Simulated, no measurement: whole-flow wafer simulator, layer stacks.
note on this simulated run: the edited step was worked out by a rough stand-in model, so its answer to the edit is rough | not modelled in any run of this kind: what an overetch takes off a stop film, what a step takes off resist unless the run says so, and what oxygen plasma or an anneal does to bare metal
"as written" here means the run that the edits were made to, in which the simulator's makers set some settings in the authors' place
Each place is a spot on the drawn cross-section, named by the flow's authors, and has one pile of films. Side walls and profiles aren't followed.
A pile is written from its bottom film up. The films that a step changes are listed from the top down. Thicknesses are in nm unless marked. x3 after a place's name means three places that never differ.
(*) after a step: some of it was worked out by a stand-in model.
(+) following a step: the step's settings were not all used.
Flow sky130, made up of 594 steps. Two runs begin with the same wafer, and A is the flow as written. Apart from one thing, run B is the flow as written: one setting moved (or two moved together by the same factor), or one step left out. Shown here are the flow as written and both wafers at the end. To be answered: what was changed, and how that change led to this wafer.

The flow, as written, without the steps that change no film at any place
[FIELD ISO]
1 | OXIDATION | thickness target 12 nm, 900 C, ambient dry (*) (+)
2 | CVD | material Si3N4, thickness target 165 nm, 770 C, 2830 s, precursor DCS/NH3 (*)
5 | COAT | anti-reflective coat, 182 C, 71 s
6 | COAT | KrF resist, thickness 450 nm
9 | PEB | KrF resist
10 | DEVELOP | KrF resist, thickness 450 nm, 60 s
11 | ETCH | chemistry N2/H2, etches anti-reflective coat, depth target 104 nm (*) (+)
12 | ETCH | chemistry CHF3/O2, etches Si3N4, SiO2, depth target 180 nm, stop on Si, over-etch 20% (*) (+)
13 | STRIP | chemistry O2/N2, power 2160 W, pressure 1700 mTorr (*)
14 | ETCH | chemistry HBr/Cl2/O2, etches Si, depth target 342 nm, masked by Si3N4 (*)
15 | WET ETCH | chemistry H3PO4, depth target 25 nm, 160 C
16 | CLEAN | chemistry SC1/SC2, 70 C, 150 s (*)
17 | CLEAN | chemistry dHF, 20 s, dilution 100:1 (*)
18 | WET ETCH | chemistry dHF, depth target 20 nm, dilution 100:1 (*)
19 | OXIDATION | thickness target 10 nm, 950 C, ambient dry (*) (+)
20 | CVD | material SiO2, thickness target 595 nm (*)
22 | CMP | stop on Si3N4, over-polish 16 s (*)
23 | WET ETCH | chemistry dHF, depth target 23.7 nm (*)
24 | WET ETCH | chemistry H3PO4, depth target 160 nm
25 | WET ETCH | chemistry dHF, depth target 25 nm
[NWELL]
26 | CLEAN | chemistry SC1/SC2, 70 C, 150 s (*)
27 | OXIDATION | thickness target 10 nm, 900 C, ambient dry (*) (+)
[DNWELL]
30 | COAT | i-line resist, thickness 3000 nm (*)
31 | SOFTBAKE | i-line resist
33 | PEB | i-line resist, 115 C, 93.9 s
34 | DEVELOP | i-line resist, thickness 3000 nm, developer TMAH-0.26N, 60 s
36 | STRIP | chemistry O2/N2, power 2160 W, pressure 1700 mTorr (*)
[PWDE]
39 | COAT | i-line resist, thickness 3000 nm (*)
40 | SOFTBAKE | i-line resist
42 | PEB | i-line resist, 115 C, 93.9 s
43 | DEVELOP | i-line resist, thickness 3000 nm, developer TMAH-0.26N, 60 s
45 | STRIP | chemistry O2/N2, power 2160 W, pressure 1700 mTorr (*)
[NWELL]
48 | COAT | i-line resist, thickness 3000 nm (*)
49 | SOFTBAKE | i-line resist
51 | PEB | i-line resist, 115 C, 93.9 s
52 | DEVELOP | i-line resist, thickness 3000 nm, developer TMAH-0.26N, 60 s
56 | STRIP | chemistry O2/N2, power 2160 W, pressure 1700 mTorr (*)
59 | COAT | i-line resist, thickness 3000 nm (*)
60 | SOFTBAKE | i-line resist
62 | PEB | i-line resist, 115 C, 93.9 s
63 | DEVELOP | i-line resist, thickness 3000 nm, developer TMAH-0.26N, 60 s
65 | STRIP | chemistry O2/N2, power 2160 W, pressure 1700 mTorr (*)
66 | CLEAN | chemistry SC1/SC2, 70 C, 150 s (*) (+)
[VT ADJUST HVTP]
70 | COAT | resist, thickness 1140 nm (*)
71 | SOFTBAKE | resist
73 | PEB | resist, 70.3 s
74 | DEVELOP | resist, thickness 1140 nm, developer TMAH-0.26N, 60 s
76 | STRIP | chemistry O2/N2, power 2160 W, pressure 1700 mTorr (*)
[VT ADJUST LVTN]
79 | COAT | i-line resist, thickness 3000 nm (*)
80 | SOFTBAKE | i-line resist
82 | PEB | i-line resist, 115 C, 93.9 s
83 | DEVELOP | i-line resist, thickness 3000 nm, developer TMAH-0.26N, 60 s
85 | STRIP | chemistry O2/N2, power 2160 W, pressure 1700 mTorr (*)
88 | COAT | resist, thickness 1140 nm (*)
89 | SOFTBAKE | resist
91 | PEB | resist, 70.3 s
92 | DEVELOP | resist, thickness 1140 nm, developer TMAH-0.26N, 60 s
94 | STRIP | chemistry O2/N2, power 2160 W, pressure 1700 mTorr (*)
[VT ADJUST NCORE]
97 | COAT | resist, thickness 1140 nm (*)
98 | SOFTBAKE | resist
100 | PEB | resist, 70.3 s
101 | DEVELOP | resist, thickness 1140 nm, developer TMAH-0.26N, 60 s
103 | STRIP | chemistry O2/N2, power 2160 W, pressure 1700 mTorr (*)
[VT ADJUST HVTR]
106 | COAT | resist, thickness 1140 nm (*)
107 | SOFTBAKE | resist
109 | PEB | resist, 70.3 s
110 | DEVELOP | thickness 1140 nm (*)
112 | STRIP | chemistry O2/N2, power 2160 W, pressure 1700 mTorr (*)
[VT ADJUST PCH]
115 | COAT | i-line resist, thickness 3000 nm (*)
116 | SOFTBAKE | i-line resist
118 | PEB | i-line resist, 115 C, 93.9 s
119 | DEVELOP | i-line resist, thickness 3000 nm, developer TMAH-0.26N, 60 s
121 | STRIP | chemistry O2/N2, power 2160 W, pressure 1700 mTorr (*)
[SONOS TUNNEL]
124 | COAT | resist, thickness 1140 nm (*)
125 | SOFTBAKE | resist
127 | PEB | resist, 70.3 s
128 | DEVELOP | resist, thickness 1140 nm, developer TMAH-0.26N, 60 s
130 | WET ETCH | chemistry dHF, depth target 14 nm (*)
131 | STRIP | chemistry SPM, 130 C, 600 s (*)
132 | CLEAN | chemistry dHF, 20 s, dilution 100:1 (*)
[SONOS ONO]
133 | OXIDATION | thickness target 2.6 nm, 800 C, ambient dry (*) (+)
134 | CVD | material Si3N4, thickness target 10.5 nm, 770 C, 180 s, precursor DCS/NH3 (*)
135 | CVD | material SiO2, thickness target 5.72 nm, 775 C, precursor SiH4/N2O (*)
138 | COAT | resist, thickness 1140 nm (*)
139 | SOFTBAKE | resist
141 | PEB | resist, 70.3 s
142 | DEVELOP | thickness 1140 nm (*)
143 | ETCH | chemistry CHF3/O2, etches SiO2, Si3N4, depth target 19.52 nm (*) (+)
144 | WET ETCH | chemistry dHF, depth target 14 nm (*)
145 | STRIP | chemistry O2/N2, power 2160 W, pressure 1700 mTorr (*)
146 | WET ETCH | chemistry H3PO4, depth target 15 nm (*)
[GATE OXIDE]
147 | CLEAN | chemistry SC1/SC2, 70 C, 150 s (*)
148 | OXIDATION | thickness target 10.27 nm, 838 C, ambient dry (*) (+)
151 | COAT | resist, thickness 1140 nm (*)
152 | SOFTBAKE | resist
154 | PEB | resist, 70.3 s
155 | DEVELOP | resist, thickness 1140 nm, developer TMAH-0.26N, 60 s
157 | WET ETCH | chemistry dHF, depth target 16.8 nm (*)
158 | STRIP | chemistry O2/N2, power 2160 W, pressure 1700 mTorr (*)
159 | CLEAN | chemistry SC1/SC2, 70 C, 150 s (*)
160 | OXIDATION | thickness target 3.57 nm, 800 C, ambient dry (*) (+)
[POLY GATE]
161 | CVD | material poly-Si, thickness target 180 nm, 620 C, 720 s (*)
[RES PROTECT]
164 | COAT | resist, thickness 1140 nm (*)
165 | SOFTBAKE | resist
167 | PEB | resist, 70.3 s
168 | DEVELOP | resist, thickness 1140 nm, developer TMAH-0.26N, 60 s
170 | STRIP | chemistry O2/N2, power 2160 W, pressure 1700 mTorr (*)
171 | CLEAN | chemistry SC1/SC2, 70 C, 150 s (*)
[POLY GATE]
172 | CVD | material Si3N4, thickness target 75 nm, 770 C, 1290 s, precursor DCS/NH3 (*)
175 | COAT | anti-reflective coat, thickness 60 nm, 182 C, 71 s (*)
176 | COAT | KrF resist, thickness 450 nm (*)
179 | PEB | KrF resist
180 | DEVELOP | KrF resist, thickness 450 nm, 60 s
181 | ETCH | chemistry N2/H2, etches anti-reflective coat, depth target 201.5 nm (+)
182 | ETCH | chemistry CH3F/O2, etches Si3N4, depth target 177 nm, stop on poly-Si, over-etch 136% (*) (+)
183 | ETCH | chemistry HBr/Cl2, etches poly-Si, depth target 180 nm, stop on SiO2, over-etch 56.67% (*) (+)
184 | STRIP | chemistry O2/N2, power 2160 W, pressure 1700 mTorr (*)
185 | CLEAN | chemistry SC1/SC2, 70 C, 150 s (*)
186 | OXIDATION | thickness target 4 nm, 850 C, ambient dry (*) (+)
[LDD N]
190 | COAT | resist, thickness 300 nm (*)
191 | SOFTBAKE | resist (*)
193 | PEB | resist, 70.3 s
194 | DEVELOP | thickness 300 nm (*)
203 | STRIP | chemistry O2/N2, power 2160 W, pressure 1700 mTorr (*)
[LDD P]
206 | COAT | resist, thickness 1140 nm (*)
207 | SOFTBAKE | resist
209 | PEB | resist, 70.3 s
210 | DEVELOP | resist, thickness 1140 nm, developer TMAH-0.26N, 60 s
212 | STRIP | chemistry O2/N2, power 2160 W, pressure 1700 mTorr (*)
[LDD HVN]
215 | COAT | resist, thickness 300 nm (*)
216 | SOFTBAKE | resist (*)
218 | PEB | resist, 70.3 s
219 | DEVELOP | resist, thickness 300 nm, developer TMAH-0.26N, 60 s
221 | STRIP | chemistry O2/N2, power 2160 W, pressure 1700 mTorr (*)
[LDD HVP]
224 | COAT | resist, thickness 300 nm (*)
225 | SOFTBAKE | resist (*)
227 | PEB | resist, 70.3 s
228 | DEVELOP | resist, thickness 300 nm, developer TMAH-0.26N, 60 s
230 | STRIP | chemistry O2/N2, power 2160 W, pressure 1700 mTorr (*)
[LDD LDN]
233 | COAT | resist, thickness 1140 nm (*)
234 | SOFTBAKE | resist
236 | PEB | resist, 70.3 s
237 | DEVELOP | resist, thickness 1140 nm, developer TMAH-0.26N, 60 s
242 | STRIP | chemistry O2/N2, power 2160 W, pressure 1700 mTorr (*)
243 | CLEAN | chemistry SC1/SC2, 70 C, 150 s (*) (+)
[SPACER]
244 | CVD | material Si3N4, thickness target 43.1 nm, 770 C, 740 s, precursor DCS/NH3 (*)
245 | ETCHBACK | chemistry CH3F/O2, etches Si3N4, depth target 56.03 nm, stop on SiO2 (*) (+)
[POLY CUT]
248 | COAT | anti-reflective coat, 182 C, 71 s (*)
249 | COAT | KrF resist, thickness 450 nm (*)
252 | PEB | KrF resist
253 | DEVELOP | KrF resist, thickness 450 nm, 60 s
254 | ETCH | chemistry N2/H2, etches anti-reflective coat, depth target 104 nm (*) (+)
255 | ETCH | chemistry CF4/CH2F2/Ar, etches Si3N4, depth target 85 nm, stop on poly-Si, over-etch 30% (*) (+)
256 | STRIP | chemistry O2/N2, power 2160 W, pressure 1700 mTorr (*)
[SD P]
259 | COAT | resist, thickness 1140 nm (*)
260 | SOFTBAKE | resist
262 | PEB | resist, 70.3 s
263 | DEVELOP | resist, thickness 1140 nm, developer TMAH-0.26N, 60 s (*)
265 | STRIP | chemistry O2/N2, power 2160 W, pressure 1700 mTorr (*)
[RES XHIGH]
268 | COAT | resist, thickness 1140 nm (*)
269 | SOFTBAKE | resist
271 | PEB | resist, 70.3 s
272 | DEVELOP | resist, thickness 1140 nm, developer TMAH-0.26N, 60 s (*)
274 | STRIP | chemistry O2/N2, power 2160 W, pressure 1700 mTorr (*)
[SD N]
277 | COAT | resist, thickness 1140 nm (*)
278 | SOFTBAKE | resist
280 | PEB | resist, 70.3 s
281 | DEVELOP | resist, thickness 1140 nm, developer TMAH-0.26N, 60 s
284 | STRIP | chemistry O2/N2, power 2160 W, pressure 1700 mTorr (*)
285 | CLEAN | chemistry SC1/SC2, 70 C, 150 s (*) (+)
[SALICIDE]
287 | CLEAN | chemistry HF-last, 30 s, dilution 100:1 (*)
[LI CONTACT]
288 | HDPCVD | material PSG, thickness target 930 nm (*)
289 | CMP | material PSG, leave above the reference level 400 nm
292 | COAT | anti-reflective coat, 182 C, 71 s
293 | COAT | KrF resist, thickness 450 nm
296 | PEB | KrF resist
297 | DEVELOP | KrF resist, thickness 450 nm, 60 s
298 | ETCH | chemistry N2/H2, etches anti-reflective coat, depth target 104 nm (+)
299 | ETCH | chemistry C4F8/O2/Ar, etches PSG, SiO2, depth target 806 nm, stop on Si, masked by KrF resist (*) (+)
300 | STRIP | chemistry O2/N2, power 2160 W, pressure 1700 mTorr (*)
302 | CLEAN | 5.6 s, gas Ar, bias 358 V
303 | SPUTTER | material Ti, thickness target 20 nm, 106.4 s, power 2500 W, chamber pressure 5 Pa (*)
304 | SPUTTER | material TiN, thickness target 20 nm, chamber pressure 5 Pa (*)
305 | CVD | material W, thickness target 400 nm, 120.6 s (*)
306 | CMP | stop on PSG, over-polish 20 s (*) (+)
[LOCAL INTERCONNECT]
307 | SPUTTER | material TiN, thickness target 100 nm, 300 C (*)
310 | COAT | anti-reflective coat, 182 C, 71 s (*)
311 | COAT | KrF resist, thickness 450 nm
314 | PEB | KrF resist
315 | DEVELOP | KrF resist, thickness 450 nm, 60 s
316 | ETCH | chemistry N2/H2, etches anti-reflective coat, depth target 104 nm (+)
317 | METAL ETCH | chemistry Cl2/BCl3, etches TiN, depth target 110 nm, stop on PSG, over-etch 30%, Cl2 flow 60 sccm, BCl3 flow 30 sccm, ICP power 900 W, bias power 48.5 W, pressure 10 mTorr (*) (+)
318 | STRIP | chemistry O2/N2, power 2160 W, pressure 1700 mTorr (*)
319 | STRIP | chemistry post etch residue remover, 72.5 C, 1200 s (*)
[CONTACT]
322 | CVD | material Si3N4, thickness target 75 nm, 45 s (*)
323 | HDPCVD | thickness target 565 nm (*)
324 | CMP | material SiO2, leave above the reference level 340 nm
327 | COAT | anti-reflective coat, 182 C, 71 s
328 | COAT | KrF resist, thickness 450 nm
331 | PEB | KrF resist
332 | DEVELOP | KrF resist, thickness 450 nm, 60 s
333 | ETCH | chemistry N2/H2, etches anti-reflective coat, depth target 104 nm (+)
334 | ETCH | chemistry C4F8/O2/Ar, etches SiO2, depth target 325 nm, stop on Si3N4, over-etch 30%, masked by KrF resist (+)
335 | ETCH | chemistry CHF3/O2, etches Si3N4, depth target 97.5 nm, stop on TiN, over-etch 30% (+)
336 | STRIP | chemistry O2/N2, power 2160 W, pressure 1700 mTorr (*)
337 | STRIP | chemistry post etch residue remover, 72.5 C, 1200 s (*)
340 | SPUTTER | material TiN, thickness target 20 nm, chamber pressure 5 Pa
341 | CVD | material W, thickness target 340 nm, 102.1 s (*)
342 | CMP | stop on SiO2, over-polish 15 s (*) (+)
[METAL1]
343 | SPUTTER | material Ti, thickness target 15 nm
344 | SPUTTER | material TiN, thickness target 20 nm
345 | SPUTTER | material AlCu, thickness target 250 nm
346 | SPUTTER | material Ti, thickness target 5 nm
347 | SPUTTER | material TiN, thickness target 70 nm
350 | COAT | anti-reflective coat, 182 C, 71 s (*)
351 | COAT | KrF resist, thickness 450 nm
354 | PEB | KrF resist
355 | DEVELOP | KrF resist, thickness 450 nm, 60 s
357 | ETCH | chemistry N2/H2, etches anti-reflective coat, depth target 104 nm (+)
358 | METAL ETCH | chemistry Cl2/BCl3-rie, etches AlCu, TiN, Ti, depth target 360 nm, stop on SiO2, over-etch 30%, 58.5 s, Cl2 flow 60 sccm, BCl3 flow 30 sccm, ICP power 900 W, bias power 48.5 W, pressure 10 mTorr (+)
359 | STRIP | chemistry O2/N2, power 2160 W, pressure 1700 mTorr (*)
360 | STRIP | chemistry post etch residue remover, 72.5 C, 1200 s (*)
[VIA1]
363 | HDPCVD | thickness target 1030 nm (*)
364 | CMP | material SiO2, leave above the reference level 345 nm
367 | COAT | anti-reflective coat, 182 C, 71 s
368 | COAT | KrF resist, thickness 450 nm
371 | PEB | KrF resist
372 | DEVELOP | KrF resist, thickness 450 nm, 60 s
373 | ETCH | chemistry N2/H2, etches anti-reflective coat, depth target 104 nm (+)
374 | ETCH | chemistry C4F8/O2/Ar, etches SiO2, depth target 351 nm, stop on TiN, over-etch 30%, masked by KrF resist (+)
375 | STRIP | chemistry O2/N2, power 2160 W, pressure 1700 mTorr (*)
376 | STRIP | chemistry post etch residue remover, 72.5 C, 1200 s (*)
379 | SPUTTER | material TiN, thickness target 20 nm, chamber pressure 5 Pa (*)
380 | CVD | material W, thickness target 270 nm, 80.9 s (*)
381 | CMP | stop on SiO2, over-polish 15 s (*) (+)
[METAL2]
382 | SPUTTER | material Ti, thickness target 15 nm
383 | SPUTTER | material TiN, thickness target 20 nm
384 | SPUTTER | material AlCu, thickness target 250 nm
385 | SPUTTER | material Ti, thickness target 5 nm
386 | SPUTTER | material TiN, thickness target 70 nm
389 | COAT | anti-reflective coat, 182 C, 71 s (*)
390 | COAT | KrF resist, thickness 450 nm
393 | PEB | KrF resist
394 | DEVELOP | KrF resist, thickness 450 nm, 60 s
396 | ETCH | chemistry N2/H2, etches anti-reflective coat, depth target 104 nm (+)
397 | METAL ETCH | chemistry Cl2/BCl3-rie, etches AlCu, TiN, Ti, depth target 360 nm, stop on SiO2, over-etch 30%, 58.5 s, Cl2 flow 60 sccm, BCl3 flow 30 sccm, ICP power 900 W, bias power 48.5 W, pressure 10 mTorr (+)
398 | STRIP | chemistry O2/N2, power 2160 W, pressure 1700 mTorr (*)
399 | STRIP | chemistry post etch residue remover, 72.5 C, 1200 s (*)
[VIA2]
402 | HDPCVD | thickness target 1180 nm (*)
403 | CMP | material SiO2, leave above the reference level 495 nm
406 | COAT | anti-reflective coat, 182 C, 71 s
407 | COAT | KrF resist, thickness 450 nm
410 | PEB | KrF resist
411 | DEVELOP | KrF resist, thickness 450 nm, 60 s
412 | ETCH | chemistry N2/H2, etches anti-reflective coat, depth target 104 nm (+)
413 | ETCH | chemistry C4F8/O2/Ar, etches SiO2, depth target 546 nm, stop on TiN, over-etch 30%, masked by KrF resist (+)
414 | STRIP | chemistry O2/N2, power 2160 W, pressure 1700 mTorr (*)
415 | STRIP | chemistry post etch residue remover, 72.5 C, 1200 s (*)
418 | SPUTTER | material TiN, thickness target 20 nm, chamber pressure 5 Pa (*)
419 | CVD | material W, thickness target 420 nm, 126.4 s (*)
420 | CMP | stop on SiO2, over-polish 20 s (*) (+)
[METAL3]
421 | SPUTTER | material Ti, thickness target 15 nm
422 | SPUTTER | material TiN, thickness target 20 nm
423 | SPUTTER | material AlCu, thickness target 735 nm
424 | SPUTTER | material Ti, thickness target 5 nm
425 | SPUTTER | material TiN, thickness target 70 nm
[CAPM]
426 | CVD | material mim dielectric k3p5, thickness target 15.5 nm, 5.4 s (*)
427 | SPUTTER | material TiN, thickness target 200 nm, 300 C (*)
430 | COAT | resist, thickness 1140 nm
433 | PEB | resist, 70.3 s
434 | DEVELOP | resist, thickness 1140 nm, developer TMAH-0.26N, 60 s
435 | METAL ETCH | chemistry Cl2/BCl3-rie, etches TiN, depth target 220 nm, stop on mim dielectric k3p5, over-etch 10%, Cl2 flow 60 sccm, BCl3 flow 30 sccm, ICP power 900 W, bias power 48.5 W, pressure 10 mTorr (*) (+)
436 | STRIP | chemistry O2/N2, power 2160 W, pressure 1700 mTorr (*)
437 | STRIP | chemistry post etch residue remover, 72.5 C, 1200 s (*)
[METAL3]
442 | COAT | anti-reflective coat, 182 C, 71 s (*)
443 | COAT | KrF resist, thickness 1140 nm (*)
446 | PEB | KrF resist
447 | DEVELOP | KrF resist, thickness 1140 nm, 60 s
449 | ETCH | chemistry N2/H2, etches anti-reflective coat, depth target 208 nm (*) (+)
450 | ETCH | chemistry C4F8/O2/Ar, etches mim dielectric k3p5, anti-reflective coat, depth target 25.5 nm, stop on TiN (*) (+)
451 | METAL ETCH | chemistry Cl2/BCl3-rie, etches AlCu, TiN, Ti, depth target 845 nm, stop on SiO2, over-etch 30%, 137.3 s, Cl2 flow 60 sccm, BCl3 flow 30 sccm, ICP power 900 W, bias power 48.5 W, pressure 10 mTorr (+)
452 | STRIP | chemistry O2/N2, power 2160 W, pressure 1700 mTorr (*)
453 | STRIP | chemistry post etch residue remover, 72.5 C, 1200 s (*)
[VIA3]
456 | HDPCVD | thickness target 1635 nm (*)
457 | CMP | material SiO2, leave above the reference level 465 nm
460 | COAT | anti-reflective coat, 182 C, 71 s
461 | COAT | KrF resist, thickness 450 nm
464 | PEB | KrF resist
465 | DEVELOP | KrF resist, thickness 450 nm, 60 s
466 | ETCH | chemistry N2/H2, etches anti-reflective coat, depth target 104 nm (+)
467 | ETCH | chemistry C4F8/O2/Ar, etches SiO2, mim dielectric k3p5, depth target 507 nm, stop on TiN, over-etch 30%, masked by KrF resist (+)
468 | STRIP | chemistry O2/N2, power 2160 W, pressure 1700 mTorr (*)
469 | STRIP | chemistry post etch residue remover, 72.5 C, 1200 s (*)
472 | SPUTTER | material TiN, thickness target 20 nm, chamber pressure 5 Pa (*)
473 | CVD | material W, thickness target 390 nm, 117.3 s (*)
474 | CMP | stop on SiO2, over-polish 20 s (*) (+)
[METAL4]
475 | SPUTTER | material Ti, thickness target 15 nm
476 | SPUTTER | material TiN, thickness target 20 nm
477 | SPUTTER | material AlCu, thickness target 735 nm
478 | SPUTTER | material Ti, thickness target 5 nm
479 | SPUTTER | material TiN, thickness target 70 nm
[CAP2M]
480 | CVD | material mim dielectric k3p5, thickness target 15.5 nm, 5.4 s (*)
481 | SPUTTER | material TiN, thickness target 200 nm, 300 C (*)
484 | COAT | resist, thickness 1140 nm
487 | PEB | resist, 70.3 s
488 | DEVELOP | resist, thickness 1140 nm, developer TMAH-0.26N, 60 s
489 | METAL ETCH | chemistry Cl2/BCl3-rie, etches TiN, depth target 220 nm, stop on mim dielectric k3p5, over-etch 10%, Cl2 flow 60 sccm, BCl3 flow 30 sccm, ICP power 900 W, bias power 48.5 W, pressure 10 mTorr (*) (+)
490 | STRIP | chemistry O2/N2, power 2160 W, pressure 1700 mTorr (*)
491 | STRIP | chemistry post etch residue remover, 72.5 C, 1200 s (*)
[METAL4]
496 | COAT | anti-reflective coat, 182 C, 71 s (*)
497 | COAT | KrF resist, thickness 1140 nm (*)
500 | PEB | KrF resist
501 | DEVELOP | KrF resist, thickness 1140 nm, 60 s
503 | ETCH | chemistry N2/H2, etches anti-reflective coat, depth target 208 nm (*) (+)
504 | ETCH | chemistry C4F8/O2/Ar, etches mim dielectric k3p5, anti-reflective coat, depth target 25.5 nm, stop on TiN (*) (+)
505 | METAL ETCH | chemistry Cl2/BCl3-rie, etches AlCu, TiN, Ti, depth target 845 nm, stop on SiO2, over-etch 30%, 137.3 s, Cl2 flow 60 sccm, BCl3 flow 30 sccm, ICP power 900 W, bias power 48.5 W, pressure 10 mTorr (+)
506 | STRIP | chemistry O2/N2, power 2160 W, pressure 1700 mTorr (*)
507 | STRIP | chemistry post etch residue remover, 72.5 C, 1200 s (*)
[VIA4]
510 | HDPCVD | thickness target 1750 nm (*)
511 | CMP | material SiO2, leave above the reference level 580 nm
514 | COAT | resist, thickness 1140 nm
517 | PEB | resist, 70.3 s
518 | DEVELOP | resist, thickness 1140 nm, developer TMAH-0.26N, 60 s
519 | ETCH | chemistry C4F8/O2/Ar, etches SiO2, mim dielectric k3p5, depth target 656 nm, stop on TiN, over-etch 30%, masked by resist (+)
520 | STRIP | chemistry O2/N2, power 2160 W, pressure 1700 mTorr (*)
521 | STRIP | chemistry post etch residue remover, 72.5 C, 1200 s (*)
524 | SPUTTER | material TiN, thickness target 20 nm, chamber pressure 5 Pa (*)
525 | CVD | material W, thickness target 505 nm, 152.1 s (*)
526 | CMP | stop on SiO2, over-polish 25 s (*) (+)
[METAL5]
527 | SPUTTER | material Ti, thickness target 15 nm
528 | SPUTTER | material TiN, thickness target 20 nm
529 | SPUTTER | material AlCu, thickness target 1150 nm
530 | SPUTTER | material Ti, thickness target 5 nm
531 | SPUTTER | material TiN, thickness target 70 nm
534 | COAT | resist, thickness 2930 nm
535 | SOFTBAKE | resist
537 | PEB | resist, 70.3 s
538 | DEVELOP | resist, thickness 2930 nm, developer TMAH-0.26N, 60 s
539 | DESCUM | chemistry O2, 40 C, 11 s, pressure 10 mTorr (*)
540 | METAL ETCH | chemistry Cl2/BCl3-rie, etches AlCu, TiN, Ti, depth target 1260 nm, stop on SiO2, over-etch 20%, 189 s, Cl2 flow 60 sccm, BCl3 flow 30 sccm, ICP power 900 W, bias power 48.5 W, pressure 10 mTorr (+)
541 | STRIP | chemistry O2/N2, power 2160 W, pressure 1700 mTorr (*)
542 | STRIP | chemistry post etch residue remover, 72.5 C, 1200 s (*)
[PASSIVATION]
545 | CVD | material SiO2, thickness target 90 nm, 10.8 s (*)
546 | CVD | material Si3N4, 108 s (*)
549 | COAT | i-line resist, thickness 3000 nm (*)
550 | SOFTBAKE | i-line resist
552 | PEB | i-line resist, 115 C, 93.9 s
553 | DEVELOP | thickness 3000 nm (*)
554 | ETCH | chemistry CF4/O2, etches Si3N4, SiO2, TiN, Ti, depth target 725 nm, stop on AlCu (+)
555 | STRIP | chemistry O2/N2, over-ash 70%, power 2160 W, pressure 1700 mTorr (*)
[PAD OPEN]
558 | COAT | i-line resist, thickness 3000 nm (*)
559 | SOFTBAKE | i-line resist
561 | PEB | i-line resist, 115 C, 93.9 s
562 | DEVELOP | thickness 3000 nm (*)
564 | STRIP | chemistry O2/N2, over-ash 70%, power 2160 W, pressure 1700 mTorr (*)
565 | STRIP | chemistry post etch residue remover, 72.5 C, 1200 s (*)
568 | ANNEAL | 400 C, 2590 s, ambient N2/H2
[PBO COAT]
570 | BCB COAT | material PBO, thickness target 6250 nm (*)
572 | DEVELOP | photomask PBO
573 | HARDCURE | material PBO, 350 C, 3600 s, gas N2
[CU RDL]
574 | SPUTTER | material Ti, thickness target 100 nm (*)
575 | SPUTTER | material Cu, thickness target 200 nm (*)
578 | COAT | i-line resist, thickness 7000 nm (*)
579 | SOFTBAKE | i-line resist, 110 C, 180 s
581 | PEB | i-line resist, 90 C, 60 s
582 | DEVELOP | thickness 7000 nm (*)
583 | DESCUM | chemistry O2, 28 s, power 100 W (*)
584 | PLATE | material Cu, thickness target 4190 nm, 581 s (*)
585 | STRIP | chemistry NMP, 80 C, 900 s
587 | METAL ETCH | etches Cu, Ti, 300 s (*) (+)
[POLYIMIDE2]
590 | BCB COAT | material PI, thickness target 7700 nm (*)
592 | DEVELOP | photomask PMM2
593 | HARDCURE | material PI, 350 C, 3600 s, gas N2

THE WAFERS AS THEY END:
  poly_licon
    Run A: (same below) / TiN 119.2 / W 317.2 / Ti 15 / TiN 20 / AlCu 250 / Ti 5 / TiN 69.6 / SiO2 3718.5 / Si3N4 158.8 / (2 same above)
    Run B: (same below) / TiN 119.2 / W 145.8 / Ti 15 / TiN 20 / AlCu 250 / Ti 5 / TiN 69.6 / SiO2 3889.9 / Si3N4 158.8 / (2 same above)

The reason: step 341, CVD: thickness target 144 nm was run, whereas the flow has thickness target 340 nm; step 341, CVD: 43.4 s was run, where the flow has 102.1 s.

How this came from the change, step by step:
  341 | CVD | material W, thickness target 340 nm, 102.1 s (*)
      field, active, n_well and 185 more: A W gains 340 (new film) | B W gains 145.8 (new film)
      ndiff_licon, ndiff_licon_cpp, rpo_hd_licon: A W gains 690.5 (new film) | B W gains 496.3 (new film)
  342 | CMP | stop on SiO2, over-polish 15 s (*) (+)
      poly_licon: A W loses 22.8 | B nothing
      field, active, n_well and 184 more: A W loses 340 (all of it), TiN loses 20 (all of it), SiO2 loses 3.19 | B W loses 145.8 (all of it), TiN loses 20 (all of it), SiO2 loses 3.19
      (also at 3 further places)
  350 | COAT | anti-reflective coat, 182 C, 71 s (*)
      poly_licon: A anti-reflective coat gains 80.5 (new film) | B anti-reflective coat gains 251.9 (new film)
  359 | STRIP | chemistry O2/N2, power 2160 W, pressure 1700 mTorr (*)
      poly_licon: A KrF resist loses 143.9 (all of it), anti-reflective coat loses 80.5 (all of it) | B KrF resist loses 143.9 (all of it), anti-reflective coat loses 251.9 (all of it)
  364 | CMP | material SiO2, leave above the reference level 345 nm
      poly_licon: A SiO2 loses 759 | B SiO2 loses 587.6
